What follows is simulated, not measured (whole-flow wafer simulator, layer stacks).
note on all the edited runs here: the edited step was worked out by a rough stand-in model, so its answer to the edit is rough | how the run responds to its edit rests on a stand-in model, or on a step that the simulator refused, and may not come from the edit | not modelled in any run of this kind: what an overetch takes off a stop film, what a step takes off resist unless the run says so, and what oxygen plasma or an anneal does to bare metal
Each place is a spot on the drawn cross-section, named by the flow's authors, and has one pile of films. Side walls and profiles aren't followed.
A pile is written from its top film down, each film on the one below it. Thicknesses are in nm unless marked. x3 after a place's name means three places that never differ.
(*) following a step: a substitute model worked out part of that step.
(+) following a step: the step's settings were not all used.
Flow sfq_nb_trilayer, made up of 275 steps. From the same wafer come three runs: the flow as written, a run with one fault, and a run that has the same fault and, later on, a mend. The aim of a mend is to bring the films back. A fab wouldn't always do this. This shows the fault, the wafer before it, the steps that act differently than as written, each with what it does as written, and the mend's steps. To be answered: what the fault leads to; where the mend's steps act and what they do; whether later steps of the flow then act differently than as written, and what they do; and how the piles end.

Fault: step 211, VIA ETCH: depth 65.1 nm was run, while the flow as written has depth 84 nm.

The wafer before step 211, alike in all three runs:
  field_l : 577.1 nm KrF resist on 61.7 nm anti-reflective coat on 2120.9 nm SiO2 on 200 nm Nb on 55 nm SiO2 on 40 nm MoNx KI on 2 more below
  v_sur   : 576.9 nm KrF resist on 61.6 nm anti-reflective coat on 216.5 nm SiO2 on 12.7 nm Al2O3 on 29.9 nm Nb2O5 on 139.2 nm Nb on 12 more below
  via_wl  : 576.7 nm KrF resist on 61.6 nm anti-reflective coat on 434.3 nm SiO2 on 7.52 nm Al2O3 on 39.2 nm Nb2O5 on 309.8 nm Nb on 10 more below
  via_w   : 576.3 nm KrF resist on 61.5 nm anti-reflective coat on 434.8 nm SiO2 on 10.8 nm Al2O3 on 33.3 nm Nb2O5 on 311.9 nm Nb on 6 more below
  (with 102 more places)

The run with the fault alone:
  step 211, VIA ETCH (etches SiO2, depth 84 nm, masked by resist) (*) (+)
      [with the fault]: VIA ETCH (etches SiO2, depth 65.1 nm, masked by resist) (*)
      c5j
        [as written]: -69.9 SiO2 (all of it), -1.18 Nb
        [with the fault]: -65.1 SiO2
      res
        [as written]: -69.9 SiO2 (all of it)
        [with the fault]: -65.1 SiO2
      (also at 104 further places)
  Steps further on in the flow that do not act as written (8 other steps are not shown; they differ only slightly, by no more than 2% or 0.5 nm, whichever is larger):
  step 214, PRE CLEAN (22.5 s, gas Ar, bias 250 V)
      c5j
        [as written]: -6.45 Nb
        [with the fault]: -4.79 SiO2 (all of it), -2.64 Nb
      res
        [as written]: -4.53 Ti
        [with the fault]: -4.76 SiO2 (all of it), -2.24 Ti
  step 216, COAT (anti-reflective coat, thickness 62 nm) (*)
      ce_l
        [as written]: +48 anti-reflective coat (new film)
        [with the fault]: +49.3 anti-reflective coat (new film)
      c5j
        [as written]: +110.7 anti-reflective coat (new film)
        [with the fault]: +107.1 anti-reflective coat (new film)
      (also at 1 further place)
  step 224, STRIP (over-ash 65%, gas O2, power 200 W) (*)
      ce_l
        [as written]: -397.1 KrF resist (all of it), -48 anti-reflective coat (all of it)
        [with the fault]: -396.3 KrF resist (all of it), -49.3 anti-reflective coat (all of it)
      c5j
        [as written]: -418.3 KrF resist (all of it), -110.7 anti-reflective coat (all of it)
        [with the fault]: -415.7 KrF resist (all of it), -107.1 anti-reflective coat (all of it)
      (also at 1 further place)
  At c5j, res, the piles at the end differ from the flow's by more than 2% or 0.5 nm, whichever is larger.
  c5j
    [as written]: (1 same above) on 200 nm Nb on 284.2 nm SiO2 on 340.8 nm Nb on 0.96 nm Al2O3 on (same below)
    [with the fault]: (1 same above) on 200 nm Nb on 277.4 nm SiO2 on 347.6 nm Nb on 0.96 nm Al2O3 on (same below)
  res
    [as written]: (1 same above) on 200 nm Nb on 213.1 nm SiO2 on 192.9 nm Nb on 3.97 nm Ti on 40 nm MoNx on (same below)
    [with the fault]: (1 same above) on 200 nm Nb on 210.4 nm SiO2 on 193.4 nm Nb on 6.26 nm Ti on 40 nm MoNx on (same below)

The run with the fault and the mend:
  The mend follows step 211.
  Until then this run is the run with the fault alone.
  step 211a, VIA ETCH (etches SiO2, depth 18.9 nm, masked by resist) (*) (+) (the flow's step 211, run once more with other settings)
      field_l, v_sur, via_wl and 101 more
        -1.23 KrF resist
      c5j
        -4.79 SiO2 (all of it), -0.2 Nb
      res
        -4.76 SiO2 (all of it)
  None of the later steps of the flow differs from how it acts as written, at any place that is followed, by more than 2% or 0.5 nm, whichever is larger.
  The piles end only slightly different from the flow's at the places that both follow, by no more than 2% or 0.5 nm, whichever is larger.
